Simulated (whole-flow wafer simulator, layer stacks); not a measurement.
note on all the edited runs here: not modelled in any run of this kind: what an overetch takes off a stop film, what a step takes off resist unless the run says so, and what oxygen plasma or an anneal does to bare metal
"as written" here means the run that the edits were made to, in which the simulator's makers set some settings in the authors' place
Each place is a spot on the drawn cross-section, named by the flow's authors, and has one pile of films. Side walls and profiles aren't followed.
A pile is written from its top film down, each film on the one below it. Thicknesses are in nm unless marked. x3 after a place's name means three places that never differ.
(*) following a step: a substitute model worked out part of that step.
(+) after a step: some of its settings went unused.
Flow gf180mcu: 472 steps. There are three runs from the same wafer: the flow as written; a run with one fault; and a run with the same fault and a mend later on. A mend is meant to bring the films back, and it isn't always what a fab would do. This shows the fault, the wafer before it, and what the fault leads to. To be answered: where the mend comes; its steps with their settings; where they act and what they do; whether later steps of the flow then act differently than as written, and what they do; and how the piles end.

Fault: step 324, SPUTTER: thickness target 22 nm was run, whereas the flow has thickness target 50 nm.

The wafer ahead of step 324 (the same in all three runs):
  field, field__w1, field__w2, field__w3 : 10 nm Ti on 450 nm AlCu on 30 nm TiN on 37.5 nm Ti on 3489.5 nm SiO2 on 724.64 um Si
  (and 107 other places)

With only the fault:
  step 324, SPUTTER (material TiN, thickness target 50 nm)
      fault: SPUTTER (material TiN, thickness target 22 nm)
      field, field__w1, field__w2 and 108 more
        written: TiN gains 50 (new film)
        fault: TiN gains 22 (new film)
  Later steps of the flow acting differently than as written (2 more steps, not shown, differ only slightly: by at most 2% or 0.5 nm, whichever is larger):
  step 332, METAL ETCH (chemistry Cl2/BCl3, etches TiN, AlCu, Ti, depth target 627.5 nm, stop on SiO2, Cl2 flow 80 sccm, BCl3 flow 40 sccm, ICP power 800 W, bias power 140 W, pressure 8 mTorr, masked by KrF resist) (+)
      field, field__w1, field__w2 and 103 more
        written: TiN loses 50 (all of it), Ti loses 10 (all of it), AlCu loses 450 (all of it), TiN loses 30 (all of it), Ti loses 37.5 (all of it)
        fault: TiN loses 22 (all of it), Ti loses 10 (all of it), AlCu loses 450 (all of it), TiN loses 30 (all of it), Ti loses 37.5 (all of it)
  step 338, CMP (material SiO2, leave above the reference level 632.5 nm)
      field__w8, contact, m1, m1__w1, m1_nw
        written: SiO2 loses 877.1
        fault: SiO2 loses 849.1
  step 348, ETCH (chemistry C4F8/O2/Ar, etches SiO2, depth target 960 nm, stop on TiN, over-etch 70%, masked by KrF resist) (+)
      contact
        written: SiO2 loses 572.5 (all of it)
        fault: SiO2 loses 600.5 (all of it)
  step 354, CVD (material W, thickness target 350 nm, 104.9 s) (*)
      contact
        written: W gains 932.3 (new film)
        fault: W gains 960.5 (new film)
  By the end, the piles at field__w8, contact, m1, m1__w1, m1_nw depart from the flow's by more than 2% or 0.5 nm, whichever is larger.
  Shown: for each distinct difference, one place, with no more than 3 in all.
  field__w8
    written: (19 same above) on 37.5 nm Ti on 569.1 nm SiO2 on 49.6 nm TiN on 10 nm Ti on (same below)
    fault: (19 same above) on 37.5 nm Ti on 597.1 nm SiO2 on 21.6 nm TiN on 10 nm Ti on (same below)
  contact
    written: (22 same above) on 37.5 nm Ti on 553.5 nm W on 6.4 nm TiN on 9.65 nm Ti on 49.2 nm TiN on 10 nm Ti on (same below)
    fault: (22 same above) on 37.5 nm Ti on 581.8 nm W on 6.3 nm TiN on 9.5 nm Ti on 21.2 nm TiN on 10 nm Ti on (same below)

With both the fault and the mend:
  The mend follows step 324.
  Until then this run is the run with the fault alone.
  step 324a, SPUTTER (material TiN, thickness target 28 nm) (a further turn of the flow's step 324, with different settings)
      field, field__w1, field__w2 and 108 more
        TiN gains 28
  Every later step of the flow that is run acts as written at every place that is followed.
  At every place that both follow, the piles at the end match the flow's.
